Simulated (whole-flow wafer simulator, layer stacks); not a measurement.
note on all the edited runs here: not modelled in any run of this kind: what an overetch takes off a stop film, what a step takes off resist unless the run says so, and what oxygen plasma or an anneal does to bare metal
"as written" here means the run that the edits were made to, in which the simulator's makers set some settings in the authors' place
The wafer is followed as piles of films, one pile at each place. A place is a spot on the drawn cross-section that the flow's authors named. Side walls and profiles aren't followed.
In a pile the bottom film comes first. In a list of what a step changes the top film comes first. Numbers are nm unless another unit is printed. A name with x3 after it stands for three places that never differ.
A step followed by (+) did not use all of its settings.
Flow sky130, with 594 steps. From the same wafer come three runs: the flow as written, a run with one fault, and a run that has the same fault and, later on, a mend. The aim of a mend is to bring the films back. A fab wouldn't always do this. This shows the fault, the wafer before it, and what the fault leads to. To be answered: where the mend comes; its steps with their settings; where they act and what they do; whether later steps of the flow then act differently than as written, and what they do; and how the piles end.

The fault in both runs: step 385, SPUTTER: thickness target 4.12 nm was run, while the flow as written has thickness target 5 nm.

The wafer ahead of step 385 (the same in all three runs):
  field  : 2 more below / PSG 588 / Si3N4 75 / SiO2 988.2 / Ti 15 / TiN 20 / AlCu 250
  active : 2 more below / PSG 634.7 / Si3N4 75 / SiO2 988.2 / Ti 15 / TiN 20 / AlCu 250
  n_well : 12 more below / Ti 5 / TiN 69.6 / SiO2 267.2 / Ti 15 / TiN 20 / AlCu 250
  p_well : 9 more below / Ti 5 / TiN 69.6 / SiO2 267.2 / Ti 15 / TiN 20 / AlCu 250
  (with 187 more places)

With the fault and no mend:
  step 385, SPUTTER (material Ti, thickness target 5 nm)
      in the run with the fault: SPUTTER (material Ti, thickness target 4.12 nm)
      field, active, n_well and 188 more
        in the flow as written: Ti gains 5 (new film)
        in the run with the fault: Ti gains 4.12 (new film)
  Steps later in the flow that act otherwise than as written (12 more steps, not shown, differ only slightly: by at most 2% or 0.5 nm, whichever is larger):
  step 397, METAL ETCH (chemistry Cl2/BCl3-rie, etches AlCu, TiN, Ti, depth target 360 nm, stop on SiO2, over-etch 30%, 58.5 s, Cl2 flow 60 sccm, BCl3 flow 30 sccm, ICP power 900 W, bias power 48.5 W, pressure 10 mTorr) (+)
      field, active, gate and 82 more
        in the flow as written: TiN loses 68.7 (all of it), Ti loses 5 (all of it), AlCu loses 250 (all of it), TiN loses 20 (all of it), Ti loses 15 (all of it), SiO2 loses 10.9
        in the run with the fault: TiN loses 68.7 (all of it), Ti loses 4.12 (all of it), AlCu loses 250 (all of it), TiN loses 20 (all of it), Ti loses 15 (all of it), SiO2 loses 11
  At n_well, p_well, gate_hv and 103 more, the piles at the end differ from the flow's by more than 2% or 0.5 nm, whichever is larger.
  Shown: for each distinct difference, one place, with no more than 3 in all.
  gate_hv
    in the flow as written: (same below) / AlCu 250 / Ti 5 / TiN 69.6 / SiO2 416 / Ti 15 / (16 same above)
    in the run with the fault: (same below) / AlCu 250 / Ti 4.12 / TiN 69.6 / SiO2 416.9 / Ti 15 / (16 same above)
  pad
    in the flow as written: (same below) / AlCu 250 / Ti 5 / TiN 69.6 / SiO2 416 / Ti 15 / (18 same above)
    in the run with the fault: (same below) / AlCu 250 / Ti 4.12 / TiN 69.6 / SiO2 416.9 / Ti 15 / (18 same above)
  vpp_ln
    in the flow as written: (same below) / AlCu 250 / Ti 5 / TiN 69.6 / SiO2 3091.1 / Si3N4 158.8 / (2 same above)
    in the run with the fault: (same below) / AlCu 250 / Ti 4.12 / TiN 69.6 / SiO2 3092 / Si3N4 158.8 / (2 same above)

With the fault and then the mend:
  The mend stands after step 385.
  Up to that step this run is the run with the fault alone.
  step 385a, SPUTTER (material Ti, thickness target 0.88 nm) (a further turn of the flow's step 385, with different settings)
      field, active, n_well and 188 more
        Ti gains 0.88
  None of the later steps of the flow acts differently than as written at any place that is followed.
  The piles end the same as the flow's at every place that both follow.
